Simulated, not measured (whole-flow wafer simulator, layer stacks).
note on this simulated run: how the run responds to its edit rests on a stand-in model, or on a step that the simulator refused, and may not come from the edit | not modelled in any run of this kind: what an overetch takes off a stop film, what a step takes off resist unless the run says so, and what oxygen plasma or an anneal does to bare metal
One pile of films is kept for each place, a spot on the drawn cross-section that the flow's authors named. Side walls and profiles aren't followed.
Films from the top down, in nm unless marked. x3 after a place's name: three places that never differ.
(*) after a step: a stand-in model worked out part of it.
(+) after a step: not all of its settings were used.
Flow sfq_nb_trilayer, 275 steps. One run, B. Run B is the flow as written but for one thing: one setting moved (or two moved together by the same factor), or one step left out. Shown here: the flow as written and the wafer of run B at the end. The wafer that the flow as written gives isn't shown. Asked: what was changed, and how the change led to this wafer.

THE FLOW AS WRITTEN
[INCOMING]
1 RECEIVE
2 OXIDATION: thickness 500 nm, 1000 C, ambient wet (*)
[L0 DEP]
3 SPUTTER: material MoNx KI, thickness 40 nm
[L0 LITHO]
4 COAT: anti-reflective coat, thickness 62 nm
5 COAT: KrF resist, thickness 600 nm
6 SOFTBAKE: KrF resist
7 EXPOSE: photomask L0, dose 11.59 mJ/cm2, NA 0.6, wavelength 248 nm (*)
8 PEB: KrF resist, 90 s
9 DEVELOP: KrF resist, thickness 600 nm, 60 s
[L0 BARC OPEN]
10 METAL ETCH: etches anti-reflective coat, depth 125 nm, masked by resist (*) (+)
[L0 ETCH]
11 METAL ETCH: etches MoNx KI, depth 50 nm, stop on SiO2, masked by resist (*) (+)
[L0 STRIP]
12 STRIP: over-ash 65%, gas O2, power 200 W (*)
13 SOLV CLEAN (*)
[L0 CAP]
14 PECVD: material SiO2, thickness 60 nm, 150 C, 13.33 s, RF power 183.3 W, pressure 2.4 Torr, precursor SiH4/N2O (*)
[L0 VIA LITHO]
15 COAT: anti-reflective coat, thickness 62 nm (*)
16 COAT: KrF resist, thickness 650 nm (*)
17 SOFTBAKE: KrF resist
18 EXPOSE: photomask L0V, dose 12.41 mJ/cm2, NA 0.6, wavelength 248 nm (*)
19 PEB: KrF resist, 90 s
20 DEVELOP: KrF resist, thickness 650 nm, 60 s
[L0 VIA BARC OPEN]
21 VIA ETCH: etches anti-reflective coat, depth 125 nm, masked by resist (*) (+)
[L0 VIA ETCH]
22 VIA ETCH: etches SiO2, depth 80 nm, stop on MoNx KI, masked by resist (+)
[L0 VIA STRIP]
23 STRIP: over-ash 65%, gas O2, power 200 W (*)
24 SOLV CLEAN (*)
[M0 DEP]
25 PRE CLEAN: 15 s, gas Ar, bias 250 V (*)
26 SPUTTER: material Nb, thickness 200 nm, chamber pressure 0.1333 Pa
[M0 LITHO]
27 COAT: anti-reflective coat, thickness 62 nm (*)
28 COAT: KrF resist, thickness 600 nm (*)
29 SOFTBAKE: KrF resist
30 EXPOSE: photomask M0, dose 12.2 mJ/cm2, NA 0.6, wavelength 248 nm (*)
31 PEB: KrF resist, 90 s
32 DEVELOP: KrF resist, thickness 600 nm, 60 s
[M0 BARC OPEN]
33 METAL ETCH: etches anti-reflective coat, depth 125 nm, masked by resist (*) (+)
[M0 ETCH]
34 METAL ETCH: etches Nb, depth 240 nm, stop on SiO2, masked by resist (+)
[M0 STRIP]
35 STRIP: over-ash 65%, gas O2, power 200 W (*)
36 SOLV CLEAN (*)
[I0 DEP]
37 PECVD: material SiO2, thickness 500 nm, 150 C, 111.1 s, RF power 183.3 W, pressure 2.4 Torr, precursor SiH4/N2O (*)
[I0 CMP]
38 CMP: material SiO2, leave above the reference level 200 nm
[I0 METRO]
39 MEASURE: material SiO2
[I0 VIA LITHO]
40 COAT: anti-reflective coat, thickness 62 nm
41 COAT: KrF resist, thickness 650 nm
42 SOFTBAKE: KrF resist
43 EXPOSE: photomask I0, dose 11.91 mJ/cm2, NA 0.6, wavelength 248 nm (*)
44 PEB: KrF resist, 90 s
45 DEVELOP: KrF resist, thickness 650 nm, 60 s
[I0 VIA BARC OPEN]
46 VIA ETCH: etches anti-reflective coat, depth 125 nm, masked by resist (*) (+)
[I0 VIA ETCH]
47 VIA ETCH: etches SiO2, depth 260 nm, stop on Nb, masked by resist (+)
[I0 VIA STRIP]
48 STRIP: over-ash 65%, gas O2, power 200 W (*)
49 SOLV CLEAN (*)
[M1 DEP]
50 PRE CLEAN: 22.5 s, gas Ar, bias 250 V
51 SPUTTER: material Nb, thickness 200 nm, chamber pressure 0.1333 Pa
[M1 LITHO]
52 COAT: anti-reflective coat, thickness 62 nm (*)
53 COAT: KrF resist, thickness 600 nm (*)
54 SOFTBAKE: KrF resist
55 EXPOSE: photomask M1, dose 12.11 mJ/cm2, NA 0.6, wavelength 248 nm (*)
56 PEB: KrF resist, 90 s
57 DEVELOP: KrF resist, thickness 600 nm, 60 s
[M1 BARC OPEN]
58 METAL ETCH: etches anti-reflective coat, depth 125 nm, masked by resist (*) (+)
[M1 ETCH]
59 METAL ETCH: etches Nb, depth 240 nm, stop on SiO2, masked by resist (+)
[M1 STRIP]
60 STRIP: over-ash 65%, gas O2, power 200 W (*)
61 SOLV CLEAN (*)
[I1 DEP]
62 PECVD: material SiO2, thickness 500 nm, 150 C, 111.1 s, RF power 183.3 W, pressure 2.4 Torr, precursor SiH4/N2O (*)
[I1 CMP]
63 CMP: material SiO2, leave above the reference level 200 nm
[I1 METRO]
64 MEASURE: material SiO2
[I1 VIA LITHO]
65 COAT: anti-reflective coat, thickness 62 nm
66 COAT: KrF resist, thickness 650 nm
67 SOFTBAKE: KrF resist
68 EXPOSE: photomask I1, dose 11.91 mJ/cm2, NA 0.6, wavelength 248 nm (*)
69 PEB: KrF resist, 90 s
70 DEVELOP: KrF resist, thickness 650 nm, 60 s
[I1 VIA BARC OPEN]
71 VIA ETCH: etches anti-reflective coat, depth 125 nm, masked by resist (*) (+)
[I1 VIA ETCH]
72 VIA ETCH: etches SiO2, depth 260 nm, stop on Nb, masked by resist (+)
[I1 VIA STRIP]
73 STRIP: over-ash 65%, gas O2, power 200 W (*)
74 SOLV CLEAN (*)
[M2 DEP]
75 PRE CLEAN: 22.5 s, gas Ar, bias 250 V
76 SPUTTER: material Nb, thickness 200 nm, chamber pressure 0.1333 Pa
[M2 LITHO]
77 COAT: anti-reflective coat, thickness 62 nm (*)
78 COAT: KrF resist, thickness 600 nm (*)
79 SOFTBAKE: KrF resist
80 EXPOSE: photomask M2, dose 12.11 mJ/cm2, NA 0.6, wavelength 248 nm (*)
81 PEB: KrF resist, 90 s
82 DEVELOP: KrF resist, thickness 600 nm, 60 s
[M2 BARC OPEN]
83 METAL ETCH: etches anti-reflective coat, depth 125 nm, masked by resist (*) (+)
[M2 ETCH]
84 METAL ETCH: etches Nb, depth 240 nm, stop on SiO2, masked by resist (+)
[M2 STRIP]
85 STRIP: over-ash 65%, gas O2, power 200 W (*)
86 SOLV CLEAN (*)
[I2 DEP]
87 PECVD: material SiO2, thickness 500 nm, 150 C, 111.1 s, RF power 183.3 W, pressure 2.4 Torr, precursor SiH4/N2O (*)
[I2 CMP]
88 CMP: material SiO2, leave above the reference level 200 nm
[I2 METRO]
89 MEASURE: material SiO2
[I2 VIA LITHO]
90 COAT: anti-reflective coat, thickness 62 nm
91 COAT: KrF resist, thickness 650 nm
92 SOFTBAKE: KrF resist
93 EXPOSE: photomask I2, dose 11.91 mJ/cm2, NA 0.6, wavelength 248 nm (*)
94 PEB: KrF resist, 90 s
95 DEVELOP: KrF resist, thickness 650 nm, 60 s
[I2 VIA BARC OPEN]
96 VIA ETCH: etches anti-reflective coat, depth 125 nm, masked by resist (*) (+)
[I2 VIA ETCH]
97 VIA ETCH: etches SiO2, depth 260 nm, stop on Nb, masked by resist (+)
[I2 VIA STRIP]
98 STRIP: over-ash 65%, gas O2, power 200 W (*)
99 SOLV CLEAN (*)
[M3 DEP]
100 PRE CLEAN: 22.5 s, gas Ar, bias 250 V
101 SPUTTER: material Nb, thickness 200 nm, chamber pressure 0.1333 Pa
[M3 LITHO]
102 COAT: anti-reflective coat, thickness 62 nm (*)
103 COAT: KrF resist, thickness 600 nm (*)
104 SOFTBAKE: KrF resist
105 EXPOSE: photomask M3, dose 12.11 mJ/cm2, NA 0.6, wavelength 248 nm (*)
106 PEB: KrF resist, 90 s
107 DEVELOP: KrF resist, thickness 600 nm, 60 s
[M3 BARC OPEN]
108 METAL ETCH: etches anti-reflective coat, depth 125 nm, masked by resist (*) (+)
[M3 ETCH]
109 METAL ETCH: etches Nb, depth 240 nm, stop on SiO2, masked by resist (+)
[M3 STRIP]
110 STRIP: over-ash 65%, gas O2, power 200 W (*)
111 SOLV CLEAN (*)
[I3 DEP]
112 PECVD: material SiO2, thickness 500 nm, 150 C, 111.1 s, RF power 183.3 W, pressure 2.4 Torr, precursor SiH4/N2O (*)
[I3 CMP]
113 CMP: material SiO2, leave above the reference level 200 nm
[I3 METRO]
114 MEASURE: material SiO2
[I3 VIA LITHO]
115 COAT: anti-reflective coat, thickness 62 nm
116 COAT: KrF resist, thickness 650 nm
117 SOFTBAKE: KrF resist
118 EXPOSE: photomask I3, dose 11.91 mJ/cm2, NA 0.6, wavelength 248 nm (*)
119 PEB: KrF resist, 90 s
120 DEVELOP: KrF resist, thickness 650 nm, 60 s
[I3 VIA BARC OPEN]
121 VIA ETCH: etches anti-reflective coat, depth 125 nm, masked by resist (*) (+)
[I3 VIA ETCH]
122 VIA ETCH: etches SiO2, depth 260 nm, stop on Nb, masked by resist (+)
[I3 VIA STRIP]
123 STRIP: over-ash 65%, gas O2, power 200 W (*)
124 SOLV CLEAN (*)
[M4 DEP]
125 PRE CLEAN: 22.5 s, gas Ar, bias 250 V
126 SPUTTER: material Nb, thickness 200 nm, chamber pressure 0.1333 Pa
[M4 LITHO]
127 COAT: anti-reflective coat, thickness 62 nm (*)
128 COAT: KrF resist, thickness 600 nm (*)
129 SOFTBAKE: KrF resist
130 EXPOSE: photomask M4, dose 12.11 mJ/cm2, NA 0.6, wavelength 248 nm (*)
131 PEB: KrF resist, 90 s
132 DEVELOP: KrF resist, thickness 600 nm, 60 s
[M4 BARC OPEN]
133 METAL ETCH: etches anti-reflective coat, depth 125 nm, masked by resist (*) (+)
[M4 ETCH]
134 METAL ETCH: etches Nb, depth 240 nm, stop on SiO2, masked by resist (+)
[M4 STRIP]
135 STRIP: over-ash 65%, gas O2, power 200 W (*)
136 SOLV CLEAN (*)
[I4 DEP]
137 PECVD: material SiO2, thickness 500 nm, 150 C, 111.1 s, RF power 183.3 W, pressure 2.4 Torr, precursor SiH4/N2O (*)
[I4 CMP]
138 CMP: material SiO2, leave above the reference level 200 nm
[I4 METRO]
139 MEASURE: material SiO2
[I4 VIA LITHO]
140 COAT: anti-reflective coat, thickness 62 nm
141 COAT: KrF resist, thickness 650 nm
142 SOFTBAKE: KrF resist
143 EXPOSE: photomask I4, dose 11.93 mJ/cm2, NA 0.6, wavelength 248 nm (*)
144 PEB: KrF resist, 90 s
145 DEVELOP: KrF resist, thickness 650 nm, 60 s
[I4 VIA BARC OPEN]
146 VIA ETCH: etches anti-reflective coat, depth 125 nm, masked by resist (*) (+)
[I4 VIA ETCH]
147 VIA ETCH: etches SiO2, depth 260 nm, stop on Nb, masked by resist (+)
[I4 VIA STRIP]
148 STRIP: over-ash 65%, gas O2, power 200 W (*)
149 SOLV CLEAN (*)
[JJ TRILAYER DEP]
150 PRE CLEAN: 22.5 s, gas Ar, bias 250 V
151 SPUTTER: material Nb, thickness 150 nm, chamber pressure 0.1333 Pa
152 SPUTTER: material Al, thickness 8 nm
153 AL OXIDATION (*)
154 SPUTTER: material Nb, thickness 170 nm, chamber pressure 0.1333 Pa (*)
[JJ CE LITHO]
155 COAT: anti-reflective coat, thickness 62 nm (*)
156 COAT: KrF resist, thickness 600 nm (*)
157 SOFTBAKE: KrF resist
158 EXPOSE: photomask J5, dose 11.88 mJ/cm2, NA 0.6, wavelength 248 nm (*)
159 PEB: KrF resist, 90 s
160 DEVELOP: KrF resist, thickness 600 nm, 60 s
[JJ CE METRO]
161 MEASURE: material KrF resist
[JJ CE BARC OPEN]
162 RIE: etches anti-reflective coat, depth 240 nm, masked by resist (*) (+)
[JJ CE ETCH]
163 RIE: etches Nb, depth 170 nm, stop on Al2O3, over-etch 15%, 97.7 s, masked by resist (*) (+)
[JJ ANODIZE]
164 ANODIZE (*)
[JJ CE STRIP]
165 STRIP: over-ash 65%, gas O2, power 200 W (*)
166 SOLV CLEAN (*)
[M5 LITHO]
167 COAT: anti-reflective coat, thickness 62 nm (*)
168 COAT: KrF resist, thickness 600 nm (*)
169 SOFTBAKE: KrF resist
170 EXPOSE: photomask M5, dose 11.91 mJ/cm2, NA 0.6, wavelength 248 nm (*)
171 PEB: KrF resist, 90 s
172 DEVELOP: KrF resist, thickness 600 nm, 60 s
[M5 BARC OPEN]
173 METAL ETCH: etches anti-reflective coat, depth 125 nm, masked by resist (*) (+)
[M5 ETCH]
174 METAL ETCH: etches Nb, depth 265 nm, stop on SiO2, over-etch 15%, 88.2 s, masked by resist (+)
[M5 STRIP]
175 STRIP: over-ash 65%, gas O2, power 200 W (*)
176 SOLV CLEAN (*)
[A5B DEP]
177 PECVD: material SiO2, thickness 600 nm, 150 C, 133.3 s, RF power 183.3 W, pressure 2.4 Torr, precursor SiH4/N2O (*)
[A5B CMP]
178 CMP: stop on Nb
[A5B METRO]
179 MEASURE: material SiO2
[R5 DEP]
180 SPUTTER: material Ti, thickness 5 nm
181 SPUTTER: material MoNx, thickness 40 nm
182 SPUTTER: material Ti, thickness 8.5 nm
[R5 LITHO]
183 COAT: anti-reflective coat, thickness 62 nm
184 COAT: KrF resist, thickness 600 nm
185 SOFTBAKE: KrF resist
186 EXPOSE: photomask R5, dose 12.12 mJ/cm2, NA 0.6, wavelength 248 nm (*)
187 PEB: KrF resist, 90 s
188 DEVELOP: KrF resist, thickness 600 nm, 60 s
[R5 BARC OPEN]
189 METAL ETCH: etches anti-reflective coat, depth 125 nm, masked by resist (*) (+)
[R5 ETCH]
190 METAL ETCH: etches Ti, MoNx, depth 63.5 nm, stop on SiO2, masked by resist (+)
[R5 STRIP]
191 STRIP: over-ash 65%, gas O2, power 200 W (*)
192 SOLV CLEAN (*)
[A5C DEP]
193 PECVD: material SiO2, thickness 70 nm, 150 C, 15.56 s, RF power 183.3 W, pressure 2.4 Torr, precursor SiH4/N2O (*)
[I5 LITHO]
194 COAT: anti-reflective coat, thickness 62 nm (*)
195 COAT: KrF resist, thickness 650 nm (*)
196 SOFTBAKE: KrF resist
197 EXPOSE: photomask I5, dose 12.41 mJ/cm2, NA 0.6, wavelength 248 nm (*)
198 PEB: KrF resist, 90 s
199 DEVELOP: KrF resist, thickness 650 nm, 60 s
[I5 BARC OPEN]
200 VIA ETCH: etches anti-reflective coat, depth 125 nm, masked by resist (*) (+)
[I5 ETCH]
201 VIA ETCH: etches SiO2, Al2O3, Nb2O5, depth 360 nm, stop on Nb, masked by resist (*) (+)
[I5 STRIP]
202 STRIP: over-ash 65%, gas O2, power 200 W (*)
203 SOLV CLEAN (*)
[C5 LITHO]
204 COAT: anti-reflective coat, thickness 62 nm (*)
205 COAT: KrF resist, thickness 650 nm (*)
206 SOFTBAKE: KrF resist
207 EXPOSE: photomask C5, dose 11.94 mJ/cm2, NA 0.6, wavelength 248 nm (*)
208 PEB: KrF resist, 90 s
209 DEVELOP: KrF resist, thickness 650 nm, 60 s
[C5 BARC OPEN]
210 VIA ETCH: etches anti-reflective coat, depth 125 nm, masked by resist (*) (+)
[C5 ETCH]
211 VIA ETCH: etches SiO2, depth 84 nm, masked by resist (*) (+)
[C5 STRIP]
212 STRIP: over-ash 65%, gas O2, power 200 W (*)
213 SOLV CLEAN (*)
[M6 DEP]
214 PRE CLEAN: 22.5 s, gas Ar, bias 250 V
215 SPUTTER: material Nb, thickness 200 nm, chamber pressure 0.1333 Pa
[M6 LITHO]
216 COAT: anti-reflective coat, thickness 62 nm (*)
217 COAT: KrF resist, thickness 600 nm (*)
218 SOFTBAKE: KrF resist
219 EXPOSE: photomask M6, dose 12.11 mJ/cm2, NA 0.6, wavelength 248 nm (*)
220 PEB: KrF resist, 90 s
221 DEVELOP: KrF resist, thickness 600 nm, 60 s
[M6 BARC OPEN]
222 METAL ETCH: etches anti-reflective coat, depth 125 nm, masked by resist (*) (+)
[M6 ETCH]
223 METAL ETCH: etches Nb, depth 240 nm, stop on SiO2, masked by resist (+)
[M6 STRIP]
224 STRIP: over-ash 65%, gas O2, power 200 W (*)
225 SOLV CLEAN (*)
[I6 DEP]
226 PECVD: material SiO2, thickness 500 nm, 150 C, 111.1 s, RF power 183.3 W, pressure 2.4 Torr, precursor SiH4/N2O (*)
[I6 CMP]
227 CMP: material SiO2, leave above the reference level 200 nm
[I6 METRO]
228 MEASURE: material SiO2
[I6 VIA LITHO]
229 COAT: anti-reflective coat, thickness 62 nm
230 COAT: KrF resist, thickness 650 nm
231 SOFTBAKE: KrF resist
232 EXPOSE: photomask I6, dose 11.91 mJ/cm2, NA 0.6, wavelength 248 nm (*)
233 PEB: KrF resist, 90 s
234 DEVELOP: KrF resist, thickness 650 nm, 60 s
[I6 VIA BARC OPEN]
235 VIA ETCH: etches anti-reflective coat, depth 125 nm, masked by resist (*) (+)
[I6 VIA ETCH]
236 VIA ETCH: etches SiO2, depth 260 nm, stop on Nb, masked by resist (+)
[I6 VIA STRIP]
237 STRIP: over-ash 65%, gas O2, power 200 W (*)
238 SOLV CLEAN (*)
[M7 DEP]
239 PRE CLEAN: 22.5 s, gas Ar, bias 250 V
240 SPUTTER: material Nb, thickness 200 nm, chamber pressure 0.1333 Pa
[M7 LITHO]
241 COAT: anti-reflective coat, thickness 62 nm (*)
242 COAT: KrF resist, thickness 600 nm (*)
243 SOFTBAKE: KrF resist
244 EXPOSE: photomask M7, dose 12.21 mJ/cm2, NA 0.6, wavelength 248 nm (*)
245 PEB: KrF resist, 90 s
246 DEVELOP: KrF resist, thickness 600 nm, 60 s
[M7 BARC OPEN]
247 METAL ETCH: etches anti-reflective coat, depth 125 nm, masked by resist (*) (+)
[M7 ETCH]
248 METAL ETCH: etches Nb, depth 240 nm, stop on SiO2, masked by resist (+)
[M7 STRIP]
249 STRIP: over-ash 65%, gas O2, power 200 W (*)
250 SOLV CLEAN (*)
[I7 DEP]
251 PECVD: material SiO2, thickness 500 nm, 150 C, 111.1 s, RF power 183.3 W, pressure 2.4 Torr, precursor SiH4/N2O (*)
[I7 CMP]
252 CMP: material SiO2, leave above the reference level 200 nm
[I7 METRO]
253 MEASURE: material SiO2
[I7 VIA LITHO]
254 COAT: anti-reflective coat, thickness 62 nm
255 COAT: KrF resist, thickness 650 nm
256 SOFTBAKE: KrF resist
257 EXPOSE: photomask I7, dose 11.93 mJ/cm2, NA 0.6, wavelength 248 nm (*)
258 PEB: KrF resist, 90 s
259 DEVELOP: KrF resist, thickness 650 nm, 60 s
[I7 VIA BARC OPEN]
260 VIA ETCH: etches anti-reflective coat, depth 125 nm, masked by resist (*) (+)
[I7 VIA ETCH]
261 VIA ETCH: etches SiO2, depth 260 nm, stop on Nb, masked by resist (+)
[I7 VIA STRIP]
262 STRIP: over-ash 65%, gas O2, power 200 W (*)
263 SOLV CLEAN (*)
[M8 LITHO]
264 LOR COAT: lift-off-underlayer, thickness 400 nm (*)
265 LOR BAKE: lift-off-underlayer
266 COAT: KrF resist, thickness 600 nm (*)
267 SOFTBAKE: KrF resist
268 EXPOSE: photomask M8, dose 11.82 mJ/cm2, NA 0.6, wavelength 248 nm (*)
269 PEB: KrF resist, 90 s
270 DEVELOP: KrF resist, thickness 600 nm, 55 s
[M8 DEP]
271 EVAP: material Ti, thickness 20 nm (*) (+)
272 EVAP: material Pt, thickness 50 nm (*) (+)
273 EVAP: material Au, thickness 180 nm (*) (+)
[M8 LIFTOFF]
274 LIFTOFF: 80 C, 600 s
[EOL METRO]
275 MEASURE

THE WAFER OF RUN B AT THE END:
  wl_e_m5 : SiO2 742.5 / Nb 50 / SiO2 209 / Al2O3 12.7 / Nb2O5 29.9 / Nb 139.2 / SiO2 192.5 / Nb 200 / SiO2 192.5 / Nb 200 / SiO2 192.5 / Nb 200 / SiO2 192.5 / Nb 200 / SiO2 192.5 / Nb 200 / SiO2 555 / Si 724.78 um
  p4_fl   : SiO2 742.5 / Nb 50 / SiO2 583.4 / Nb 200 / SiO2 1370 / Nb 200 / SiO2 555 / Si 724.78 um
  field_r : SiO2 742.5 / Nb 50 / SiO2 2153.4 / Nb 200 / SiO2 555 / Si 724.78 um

The cause: step 223, METAL ETCH: depth 150 nm was run, where the flow has depth 240 nm.

How the change led to this, step by step:
  223 METAL ETCH: etches Nb, depth 240 nm, stop on SiO2, masked by resist (+)
      field_l, gap, moat and 76 more: Nb -150 (as written it would be: Nb -200 (all of it))
      v_sur, via_wl, via_w and 24 more: KrF resist -88.2 (as written it would be: KrF resist -141.2)
  224 STRIP: over-ash 65%, gas O2, power 200 W (*)
      wl_j_sl, wl_j_sr: KrF resist -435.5 (all of it), anti-reflective coat -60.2 (all of it) (as written it would be: KrF resist -382.5 (all of it), anti-reflective coat -60.2 (all of it))
      wl_c_m6, wl_f_m6: KrF resist -435.2 (all of it), anti-reflective coat -62 (all of it) (as written it would be: KrF resist -382.3 (all of it), anti-reflective coat -62 (all of it))
      (and at 23 more places)
  226 PECVD: material SiO2, thickness 500 nm, 150 C, 111.1 s, RF power 183.3 W, pressure 2.4 Torr, precursor SiH4/N2O (*)
      field_l, p4_fl, p4_fm and 62 more: SiO2 +500 (new film) (as written it would be: SiO2 +500)
      moat, field_r, lsp_l, ln_m5, lsp_m: SiO2 +500 (new film) (as written it would be: SiO2 +493.6)
      (and at 9 more places)
  227 CMP: material SiO2, leave above the reference level 200 nm
      field_l, p4_fl, p4_fm and 59 more: SiO2 -150 (as written it would be: SiO2 -100)
      moat, field_r, lsp_l, ln_m5, lsp_m: SiO2 -150 (as written it would be: SiO2 -93.6)
      (and at 8 more places)
Counting metal films that touch as one body, wl_e_m5 has 7 bodies (between them, from the top down: SiO2 209 / Al2O3 12.7 / Nb2O5 29.9; SiO2 192.5; SiO2 192.5; SiO2 192.5; SiO2 192.5; SiO2 192.5); the flow as written gives 6 bodies (between them, from the top down: SiO2 192.5; SiO2 192.5; SiO2 192.5; SiO2 192.5; SiO2 192.5).
Counting metal films that touch as one body, p4_fl has 3 bodies (between them, from the top down: SiO2 583.4; SiO2 1370); the flow as written gives 2 bodies (between them, from the top down: SiO2 1370).
Counting metal films that touch as one body, field_r has 2 bodies (between them, from the top down: SiO2 2153.4); the flow as written gives 1 body.
